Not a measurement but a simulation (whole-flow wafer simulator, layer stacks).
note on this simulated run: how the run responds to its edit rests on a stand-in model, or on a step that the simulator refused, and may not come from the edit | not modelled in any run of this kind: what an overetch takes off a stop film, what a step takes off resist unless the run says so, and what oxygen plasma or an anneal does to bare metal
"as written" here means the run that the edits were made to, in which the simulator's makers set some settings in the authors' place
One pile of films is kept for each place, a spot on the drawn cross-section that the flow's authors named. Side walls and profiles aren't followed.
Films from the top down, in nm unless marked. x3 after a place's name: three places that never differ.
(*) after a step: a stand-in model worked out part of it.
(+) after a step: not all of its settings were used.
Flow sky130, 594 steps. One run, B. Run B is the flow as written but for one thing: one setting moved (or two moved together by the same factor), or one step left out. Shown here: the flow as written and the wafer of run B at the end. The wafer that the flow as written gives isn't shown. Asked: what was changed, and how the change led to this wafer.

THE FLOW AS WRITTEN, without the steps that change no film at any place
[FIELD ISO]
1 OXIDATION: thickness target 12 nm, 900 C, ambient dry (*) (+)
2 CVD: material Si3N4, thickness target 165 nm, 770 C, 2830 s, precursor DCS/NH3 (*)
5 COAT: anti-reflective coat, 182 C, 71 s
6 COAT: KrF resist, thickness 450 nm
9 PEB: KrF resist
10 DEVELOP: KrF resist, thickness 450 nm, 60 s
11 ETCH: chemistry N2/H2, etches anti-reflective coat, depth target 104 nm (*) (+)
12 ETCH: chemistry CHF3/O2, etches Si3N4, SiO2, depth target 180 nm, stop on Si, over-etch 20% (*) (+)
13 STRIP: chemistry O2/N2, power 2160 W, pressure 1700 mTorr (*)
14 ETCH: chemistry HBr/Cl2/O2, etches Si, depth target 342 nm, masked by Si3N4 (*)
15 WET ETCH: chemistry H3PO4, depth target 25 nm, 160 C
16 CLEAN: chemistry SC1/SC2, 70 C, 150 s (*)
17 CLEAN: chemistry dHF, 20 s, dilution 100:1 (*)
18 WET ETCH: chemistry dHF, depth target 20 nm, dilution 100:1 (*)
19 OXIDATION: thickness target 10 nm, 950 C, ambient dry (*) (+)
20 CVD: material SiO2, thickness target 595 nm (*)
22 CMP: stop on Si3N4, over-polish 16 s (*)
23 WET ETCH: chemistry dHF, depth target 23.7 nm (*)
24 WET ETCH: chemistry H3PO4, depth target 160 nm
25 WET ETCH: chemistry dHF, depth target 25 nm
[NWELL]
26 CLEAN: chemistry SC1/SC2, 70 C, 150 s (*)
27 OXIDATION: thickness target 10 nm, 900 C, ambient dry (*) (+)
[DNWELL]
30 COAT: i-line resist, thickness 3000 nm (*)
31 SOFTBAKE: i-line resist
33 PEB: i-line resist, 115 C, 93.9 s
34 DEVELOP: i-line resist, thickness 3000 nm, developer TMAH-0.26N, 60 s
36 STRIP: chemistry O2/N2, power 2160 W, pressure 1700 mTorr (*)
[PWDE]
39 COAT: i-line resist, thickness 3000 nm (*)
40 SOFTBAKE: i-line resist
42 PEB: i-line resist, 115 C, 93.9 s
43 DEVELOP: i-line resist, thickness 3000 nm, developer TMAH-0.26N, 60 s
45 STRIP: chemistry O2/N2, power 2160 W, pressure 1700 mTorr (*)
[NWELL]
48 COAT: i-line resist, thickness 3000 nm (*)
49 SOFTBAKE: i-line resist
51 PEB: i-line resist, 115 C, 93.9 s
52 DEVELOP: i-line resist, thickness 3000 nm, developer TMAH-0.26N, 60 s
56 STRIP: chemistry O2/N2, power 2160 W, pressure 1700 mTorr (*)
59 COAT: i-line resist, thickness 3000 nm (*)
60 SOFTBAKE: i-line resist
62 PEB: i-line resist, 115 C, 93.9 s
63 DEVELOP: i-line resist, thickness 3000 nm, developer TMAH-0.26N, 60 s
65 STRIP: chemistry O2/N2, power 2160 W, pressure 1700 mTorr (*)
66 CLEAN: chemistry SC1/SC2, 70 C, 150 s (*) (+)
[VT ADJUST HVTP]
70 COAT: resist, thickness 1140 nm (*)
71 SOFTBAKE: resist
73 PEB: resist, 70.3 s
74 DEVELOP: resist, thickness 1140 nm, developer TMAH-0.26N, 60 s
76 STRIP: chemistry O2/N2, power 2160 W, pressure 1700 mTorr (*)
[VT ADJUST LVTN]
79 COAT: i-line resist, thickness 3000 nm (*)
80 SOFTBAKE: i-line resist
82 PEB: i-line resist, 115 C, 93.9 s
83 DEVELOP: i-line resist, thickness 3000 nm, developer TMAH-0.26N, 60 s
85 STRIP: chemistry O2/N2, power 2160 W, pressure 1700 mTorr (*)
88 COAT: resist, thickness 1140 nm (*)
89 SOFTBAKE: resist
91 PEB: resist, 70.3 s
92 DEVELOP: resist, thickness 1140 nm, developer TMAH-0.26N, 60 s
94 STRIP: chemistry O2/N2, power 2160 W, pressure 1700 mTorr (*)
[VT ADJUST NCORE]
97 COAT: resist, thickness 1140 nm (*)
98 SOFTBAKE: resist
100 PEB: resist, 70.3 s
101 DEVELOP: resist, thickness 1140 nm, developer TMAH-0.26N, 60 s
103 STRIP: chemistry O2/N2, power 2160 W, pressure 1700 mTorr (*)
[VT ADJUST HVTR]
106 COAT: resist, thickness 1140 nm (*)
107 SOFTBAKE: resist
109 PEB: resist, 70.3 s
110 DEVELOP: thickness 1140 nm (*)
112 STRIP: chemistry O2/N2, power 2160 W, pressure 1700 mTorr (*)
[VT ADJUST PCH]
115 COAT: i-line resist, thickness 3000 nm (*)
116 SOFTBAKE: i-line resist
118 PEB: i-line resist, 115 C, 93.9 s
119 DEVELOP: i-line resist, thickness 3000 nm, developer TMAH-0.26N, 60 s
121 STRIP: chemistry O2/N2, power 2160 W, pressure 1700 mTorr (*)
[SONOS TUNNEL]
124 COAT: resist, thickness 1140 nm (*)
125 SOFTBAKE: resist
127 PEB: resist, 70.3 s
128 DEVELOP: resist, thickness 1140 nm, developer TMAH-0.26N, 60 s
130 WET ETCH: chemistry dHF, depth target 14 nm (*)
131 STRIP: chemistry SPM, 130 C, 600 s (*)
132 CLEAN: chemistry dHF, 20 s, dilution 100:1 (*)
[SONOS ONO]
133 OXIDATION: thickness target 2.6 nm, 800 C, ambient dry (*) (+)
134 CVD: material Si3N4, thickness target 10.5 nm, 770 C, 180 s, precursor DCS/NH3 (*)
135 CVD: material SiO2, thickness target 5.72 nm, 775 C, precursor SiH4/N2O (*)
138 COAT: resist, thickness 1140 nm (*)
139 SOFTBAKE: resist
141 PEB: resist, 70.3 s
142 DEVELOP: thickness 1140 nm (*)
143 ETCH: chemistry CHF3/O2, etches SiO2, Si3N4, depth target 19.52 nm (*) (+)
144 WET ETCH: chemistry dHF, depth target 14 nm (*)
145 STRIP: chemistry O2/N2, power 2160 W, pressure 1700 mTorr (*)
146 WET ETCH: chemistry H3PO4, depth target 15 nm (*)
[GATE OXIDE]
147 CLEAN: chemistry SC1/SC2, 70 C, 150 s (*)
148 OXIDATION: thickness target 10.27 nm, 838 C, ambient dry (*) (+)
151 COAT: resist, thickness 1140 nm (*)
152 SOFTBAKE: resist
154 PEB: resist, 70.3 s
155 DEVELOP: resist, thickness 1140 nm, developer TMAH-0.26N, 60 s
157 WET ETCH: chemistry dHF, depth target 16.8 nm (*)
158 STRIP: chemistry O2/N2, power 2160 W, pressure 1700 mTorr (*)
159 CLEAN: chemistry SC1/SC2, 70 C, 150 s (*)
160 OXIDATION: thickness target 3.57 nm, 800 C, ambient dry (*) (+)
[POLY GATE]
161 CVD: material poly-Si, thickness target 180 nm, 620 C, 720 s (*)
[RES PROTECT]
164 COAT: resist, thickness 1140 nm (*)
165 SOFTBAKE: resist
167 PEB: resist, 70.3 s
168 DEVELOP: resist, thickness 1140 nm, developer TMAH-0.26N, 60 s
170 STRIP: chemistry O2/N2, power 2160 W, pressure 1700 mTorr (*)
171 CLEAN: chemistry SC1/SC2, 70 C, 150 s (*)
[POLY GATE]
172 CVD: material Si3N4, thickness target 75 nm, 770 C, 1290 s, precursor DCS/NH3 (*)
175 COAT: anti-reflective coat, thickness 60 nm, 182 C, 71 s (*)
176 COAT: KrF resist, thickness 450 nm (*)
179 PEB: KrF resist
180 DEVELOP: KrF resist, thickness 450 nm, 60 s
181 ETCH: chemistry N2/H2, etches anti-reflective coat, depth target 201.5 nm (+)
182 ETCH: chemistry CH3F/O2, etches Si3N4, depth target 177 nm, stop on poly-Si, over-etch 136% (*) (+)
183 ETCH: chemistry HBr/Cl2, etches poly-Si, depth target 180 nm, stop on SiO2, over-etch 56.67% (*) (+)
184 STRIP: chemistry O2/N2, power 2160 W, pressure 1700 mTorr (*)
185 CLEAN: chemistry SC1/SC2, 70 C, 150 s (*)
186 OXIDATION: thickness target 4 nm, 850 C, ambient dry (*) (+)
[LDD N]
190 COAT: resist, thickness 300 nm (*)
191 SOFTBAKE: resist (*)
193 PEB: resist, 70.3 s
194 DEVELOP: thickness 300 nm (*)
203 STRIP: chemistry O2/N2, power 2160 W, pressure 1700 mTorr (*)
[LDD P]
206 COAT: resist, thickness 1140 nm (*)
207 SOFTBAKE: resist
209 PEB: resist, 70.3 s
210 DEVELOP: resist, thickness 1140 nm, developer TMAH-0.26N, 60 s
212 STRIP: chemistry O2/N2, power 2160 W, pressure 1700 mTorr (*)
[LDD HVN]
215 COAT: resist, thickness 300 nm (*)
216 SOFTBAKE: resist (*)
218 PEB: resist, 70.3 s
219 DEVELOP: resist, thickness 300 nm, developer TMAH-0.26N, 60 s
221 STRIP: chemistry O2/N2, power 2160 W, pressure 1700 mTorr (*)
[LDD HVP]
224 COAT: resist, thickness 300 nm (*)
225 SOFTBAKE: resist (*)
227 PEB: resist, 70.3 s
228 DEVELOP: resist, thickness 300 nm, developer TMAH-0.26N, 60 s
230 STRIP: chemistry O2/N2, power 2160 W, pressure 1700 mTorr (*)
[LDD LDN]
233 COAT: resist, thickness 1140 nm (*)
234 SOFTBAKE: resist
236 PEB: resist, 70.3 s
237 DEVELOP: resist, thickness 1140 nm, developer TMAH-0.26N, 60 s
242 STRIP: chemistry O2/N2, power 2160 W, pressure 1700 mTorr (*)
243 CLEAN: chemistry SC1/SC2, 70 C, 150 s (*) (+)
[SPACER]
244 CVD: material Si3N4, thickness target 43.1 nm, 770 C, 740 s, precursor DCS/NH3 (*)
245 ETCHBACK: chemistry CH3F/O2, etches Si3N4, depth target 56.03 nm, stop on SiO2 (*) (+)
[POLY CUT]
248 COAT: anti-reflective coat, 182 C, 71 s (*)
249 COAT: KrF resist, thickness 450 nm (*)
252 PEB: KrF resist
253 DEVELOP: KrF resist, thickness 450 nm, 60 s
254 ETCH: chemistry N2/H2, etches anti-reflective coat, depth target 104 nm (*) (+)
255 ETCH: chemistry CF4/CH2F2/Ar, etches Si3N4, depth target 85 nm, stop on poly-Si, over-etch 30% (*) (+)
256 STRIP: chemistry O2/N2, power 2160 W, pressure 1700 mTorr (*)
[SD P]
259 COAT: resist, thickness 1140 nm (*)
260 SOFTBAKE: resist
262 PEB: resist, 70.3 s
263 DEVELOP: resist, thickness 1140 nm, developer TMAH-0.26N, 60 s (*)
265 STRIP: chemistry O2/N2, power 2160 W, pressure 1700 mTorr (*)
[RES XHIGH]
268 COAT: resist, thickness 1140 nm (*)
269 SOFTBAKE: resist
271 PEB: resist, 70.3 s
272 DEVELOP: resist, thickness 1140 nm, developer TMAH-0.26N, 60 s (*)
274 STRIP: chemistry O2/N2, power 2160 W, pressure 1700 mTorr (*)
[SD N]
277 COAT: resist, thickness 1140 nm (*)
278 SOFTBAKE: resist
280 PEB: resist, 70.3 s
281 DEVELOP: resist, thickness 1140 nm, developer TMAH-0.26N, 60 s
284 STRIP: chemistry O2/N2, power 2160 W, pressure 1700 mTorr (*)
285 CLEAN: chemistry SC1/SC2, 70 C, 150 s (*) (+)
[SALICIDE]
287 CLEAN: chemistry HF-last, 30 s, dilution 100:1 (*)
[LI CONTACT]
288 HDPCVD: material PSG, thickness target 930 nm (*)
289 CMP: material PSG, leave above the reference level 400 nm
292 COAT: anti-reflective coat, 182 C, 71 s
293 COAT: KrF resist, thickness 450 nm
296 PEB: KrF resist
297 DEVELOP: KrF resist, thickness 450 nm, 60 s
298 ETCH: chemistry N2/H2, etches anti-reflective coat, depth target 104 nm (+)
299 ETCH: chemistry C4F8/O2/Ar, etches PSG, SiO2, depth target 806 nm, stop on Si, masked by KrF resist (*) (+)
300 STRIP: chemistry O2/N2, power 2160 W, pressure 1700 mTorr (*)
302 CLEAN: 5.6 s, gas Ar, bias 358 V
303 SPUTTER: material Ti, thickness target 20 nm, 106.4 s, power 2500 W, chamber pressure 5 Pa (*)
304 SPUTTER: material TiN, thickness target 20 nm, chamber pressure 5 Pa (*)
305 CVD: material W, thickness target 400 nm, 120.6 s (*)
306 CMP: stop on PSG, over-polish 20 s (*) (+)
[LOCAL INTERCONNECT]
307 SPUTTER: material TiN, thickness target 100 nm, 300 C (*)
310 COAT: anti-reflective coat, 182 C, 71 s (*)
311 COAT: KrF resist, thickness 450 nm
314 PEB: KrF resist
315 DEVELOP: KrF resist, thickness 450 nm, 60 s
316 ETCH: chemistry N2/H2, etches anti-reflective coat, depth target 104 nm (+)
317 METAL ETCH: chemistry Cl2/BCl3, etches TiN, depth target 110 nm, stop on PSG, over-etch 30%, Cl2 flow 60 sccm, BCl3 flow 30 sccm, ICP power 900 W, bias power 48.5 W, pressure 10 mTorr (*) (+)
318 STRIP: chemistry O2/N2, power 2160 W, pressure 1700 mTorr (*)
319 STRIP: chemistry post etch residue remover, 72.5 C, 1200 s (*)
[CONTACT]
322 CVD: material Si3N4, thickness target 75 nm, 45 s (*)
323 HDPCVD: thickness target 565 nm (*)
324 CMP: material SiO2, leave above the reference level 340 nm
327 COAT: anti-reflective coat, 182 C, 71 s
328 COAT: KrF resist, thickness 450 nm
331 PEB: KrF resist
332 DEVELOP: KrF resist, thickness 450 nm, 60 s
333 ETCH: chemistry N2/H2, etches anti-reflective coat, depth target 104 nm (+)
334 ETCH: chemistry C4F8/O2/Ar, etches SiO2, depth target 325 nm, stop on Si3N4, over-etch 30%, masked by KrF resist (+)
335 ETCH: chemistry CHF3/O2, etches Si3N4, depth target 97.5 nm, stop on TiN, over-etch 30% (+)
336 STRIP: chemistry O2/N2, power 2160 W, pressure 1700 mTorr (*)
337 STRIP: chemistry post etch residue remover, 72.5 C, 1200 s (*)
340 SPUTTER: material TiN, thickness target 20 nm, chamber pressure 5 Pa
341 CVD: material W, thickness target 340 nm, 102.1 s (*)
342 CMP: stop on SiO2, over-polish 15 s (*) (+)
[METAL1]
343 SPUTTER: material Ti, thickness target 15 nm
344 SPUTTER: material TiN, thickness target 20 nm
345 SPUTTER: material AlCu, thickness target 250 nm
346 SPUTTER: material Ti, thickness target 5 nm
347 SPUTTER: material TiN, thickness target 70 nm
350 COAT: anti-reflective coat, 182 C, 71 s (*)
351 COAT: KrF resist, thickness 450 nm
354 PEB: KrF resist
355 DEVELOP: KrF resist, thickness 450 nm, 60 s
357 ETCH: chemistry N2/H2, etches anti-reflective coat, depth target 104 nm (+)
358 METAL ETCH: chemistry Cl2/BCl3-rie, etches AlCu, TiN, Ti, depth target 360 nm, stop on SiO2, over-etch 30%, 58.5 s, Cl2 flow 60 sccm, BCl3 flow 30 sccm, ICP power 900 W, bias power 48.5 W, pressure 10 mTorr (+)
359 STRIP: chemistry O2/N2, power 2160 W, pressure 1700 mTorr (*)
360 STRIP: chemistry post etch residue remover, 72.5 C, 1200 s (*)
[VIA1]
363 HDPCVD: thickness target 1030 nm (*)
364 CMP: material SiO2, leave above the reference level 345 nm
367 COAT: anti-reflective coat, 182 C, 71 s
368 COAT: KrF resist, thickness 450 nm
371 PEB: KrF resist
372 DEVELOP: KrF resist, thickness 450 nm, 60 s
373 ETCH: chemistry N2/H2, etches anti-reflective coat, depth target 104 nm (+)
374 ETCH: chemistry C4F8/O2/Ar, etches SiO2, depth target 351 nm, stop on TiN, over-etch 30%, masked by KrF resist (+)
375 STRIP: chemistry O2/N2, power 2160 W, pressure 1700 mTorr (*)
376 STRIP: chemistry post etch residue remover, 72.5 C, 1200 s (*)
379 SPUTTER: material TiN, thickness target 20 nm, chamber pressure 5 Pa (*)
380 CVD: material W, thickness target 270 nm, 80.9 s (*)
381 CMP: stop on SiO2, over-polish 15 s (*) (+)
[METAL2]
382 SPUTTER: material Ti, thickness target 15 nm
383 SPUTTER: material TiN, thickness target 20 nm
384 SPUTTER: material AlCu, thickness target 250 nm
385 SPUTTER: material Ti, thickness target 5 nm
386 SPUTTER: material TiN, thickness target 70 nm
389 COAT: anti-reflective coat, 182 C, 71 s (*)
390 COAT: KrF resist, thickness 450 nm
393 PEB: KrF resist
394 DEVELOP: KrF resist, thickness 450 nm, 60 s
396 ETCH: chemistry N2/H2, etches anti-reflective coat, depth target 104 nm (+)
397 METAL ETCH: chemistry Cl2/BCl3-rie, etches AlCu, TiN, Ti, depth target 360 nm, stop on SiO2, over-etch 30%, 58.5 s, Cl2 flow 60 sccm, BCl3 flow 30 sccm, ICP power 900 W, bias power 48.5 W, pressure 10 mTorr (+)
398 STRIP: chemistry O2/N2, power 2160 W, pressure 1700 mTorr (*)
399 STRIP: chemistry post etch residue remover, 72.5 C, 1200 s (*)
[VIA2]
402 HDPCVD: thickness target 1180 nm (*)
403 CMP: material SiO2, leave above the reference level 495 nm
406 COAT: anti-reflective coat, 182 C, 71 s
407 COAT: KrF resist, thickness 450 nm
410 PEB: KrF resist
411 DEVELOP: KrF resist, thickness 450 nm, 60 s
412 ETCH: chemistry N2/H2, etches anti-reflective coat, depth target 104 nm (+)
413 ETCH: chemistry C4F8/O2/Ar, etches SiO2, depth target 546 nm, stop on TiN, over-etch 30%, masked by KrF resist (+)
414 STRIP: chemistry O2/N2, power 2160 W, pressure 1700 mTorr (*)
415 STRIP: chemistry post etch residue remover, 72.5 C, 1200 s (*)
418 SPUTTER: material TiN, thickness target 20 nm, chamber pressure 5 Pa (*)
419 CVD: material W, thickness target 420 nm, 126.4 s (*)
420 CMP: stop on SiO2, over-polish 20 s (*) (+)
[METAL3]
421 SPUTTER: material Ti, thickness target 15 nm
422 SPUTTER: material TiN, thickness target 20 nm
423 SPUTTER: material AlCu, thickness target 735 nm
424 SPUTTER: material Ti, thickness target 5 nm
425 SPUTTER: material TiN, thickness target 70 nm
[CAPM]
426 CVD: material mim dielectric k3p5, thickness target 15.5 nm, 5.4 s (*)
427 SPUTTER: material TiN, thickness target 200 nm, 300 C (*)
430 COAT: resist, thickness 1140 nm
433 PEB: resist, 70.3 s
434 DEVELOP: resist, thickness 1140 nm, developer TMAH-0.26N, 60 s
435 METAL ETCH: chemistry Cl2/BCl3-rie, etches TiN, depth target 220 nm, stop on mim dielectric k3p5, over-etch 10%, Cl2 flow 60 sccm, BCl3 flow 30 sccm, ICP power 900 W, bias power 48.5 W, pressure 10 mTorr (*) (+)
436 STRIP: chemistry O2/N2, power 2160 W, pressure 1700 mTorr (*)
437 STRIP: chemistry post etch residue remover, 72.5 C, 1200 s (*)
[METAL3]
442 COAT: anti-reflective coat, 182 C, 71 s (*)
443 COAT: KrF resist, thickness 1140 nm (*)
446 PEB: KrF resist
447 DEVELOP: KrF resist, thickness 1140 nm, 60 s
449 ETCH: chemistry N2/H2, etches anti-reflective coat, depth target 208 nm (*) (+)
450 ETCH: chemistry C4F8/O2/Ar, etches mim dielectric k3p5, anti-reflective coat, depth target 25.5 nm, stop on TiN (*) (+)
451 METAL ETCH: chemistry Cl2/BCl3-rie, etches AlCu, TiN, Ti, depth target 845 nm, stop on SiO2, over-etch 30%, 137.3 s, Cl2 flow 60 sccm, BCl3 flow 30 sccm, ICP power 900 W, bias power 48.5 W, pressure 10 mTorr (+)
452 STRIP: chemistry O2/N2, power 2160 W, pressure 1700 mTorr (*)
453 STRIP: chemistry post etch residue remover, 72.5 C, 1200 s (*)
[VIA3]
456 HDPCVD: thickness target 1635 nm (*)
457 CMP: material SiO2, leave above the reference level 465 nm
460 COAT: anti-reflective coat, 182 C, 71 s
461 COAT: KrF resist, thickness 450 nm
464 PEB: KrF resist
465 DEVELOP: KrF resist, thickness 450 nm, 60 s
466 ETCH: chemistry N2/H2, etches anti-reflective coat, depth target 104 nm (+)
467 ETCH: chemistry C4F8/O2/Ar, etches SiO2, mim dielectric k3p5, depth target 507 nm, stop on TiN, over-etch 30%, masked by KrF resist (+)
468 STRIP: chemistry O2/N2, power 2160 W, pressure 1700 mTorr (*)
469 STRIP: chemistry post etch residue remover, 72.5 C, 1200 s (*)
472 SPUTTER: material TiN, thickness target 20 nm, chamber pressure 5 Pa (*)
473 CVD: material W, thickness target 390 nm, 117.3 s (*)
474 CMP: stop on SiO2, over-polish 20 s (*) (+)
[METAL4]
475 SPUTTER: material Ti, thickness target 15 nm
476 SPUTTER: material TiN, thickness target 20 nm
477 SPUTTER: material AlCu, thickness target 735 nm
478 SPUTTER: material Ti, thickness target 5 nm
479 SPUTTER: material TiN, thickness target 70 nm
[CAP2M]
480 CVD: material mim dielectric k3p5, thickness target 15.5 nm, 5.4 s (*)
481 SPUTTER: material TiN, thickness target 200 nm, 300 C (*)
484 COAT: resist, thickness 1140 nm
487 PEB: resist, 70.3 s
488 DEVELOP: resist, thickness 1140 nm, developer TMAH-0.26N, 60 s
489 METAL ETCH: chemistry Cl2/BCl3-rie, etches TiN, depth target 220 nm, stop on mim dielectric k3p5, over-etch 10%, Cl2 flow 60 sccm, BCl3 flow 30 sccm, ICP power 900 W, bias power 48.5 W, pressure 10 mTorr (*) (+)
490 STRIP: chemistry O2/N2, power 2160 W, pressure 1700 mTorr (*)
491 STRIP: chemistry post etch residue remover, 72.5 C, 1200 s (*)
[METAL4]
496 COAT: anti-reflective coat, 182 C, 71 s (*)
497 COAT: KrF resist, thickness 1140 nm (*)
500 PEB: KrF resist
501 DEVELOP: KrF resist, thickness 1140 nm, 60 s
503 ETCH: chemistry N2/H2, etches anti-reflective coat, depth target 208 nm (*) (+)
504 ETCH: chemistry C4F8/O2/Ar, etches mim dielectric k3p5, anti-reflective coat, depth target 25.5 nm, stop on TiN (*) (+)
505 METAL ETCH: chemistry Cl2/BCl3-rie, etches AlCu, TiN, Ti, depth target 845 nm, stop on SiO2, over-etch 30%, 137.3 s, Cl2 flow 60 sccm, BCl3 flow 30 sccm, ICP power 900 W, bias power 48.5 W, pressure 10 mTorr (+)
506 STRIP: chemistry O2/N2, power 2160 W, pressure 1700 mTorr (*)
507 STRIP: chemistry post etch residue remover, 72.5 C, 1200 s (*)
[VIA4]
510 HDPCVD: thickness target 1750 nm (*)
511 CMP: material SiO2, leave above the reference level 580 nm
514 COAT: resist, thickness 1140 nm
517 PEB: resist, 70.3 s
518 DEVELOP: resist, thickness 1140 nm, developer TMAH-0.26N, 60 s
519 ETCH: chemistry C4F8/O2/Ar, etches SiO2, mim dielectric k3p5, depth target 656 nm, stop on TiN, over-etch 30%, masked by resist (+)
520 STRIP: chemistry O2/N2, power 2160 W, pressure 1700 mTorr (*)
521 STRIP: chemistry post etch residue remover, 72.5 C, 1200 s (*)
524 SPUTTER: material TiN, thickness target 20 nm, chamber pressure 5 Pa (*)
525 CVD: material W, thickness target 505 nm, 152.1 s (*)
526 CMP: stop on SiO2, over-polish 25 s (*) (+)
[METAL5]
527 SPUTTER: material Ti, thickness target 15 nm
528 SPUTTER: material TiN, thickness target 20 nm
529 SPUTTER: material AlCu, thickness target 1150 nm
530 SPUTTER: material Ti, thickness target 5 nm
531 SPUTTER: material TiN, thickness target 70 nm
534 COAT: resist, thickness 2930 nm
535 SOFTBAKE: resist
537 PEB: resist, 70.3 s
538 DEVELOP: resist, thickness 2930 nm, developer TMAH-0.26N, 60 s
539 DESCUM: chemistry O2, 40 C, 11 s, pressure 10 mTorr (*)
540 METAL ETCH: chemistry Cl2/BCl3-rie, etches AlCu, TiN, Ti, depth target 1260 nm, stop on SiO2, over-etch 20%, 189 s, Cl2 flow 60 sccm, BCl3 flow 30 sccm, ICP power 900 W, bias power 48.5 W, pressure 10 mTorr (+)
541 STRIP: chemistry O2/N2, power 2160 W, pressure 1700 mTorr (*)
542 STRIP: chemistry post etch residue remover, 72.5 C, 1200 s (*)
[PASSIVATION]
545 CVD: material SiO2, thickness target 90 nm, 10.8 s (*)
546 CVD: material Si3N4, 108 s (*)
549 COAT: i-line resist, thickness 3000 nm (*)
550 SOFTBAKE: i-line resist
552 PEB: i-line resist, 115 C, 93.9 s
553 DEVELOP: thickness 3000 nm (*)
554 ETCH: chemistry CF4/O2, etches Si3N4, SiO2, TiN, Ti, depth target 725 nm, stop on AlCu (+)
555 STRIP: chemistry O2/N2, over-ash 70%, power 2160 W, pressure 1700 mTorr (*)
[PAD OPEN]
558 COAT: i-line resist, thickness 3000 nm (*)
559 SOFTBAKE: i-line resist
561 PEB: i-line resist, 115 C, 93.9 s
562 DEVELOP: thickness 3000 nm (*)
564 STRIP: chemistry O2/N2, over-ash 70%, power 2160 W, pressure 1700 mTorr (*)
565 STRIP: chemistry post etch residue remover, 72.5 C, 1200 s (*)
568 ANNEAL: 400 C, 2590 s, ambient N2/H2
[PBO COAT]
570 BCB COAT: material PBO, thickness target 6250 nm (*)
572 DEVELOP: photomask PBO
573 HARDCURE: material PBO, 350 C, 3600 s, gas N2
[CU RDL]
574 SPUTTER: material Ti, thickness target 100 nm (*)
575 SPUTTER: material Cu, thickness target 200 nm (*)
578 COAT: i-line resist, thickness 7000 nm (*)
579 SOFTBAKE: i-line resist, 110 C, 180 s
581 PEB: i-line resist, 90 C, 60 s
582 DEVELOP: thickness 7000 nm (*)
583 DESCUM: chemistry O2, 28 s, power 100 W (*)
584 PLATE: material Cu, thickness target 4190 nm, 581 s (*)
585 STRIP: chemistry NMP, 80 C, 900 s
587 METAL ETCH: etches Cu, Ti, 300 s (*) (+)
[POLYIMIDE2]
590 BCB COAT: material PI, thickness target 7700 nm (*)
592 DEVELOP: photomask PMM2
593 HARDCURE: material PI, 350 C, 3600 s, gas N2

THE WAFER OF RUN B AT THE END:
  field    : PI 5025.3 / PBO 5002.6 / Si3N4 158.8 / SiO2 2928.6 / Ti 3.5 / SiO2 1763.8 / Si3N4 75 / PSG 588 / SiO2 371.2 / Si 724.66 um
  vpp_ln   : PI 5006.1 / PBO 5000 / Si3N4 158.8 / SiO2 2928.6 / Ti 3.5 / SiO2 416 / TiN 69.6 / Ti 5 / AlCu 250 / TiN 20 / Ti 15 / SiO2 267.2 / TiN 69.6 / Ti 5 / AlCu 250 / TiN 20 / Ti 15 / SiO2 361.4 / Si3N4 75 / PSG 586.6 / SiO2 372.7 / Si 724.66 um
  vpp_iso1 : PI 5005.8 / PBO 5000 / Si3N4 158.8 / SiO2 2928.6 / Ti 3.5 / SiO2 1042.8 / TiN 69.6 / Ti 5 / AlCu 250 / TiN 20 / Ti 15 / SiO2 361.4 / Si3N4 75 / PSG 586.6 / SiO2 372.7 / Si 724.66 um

The cause: step 423, SPUTTER: thickness target 992 nm was run, where the flow has thickness target 735 nm.

How the change led to this, step by step:
  423 SPUTTER: material AlCu, thickness target 735 nm
      field, active, n_well and 188 more: AlCu +992 (new film) (as written it would be: AlCu +735 (new film))
  451 METAL ETCH: chemistry Cl2/BCl3-rie, etches AlCu, TiN, Ti, depth target 845 nm, stop on SiO2, over-etch 30%, 137.3 s, Cl2 flow 60 sccm, BCl3 flow 30 sccm, ICP power 900 W, bias power 48.5 W, pressure 10 mTorr (+)
      field, gate, spacer and 68 more: TiN -70 (all of it), Ti -5 (all of it), AlCu -992 (all of it), TiN -20 (all of it), Ti -11.5 (as written it would be: TiN -70 (all of it), Ti -5 (all of it), AlCu -735 (all of it), TiN -20 (all of it), Ti -15 (all of it), SiO2 -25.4)
      active, vpp_ln, vpp_iso2 and 11 more: TiN -70 (all of it), Ti -5 (all of it), AlCu -992 (all of it), TiN -20 (all of it), Ti -11.5 (as written it would be: TiN -70 (all of it), Ti -5 (all of it), AlCu -735 (all of it), TiN -20 (all of it), Ti -15 (all of it), SiO2 -25.3)
  456 HDPCVD: thickness target 1635 nm (*)
      field, active, gate and 82 more: SiO2 +1635 (new film) (as written it would be: SiO2 +1635)
  457 CMP: material SiO2, leave above the reference level 465 nm
      field, active, gate and 82 more: SiO2 -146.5 (as written it would be: SiO2 -374.7)
Counting metal films that touch as one body, field has 1 body; the flow as written gives 0 bodies.
Counting metal films that touch as one body, vpp_ln has 3 bodies (between them, from the top down: SiO2 416; SiO2 267.2); the flow as written gives 2 bodies (between them, from the top down: SiO2 267.2).
Counting metal films that touch as one body, vpp_iso1 has 2 bodies (between them, from the top down: SiO2 1042.8); the flow as written gives 1 body.
